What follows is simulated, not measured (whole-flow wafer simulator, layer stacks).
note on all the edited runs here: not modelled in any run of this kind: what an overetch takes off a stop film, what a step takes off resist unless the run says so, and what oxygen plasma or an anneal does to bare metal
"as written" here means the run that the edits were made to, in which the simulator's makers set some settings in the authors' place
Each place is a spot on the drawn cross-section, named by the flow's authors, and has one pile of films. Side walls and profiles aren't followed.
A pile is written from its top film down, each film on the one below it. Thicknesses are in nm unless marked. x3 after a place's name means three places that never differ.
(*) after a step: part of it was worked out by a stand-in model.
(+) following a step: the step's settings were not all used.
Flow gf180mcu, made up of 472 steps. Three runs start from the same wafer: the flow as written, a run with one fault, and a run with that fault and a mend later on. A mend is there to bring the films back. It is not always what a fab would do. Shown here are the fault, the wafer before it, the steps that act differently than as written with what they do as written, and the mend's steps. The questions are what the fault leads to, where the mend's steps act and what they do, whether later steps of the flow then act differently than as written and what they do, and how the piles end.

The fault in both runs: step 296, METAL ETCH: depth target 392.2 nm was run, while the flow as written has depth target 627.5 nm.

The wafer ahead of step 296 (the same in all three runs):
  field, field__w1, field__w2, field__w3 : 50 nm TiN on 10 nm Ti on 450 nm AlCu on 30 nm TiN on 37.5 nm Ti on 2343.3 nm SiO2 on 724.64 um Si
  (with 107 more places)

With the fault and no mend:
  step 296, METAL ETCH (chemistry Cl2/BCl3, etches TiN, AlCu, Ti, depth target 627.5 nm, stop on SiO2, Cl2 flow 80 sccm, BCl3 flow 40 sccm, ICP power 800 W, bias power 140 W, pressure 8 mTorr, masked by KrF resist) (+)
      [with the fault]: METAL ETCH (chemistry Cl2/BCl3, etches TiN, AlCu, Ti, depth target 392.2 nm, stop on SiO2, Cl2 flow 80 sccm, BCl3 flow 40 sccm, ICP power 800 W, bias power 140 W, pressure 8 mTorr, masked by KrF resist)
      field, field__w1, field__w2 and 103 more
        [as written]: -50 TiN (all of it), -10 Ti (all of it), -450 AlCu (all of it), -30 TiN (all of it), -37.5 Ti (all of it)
        [with the fault]: -50 TiN (all of it), -10 Ti (all of it), -332.2 AlCu
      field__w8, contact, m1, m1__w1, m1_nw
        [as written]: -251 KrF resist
        [with the fault]: -156.9 KrF resist
  Steps later in the flow that act otherwise than as written:
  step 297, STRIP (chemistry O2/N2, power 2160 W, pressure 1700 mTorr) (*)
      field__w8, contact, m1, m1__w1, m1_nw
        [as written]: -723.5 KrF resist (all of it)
        [with the fault]: -817.6 KrF resist (all of it)
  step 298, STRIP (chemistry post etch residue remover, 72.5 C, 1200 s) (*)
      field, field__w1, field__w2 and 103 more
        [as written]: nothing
        [with the fault]: -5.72 AlCu
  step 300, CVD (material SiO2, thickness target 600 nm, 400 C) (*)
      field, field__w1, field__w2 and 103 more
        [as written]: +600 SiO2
        [with the fault]: +600 SiO2 (new film)
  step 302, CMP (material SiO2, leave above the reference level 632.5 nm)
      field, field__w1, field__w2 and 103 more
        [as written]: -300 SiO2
        [with the fault]: -479.6 SiO2
  The piles end different from the flow's at field, field__w1, field__w2 and 104 more by more than 2% or 0.5 nm, whichever is larger.
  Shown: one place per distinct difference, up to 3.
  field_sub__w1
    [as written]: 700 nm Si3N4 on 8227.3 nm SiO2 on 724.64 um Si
    [with the fault]: 700 nm Si3N4 on 5704.4 nm SiO2 on 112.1 nm AlCu on 30 nm TiN on 37.5 nm Ti on 2343.2 nm SiO2 on 724.64 um Si
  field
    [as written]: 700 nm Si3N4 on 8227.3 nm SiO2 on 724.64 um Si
    [with the fault]: 700 nm Si3N4 on 5704.4 nm SiO2 on 112.1 nm AlCu on 30 nm TiN on 37.5 nm Ti on 2343.3 nm SiO2 on 724.64 um Si
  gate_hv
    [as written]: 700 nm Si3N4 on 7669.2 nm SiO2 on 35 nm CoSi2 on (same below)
    [with the fault]: 700 nm Si3N4 on 5704.4 nm SiO2 on 112.1 nm AlCu on 30 nm TiN on 37.5 nm Ti on 1785.1 nm SiO2 on 35 nm CoSi2 on (same below)

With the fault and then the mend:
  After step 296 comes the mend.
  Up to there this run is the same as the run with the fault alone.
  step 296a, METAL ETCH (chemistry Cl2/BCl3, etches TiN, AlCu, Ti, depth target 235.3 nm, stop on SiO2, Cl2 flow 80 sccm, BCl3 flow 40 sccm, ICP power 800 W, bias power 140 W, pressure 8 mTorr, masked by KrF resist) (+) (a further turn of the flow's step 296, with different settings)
      field, field__w1, field__w2 and 103 more
        -117.8 AlCu (all of it), -30 TiN (all of it), -37.5 Ti (all of it)
      field__w8, contact, m1, m1__w1, m1_nw
        -94.1 KrF resist
  None of the later steps of the flow acts differently than as written at any place that is followed.
  At every place that both follow, the piles at the end match the flow's.
